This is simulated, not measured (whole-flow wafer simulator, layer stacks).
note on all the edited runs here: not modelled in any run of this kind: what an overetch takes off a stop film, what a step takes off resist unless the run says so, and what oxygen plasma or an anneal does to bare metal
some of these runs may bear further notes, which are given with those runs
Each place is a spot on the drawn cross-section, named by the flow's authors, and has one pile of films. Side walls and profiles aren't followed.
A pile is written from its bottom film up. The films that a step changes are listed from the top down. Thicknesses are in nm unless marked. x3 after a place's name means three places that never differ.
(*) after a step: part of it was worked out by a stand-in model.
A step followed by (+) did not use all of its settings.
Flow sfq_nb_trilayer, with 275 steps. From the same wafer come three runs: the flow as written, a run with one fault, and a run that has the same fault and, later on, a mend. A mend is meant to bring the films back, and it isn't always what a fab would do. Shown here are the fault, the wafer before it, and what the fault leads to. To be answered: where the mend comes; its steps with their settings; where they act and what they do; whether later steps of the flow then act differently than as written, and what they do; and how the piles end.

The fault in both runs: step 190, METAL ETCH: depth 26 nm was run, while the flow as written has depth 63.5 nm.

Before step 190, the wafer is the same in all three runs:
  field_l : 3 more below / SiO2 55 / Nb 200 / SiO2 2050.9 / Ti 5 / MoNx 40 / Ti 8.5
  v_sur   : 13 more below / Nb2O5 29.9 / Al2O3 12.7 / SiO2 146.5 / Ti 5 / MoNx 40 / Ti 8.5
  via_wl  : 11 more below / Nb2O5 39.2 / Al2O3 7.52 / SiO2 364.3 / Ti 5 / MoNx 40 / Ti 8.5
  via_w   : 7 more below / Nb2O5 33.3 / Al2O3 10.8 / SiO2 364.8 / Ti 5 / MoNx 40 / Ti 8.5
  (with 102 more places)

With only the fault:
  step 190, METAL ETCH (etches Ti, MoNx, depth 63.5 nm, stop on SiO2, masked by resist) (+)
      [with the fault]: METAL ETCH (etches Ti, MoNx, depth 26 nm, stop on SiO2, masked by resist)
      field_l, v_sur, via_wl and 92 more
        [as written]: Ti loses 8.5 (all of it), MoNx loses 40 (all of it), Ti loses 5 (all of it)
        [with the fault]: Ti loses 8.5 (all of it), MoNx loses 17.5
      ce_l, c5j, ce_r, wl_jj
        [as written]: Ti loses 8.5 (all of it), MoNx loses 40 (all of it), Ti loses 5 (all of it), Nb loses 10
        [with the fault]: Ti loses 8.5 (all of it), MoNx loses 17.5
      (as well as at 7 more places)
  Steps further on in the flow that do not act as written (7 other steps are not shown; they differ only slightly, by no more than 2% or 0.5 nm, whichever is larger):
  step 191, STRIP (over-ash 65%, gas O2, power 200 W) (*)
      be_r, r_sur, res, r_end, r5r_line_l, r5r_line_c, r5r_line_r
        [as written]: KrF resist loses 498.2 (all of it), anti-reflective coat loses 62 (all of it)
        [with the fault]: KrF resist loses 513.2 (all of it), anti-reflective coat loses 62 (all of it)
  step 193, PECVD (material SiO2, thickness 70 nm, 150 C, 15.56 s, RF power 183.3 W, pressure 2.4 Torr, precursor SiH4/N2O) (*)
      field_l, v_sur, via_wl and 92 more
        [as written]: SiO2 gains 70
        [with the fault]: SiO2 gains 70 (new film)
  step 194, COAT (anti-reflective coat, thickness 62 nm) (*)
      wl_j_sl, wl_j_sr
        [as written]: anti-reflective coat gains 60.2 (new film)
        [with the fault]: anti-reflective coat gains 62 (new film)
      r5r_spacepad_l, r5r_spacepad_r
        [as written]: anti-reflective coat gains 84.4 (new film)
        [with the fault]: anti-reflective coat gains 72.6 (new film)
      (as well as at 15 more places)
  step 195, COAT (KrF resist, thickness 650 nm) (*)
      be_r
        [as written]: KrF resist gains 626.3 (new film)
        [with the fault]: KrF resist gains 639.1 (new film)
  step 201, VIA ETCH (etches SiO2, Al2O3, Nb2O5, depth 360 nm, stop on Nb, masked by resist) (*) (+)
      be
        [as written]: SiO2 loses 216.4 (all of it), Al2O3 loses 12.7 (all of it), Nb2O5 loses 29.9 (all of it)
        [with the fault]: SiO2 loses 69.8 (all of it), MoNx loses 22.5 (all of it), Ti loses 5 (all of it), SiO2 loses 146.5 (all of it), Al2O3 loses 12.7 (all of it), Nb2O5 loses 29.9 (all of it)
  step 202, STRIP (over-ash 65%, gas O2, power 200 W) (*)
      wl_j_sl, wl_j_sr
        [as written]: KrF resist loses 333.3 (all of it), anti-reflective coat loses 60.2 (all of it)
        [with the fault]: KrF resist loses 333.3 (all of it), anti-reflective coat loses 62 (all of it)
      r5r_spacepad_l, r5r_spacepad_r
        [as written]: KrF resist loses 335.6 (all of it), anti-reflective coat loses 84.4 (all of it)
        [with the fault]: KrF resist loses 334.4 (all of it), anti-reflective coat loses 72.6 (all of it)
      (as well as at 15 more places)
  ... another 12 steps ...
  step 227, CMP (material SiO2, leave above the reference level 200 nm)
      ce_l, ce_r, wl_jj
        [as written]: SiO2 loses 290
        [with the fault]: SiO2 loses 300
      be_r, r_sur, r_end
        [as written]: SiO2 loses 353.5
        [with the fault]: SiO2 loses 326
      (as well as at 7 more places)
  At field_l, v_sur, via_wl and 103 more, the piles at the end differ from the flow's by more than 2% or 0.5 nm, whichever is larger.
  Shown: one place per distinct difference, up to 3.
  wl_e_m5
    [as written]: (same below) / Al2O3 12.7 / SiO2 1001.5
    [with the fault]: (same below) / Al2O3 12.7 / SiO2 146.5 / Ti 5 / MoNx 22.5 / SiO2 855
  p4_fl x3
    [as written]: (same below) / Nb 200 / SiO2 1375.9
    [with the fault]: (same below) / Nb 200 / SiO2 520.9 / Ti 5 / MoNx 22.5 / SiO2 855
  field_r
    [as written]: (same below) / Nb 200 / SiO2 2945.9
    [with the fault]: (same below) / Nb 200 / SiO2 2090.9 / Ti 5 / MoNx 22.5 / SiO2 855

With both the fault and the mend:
  The mend follows step 190.
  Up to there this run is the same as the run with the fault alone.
  step 190a, METAL ETCH (etches Ti, MoNx, depth 37.5 nm, stop on SiO2, masked by resist) (+) (a further turn of the flow's step 190, with different settings)
      field_l, v_sur, via_wl and 92 more
        MoNx loses 22.5 (all of it), Ti loses 5 (all of it)
      be_r, r_sur, res, r_end, r5r_line_l, r5r_line_c, r5r_line_r
        KrF resist loses 15
      ce_l, c5j, ce_r, wl_jj
        MoNx loses 22.5 (all of it), Ti loses 5 (all of it), Nb loses 10
  Every later step of the flow that is run acts as written at every place that is followed.
  By the end, the piles equal the flow's at every place that both follow.
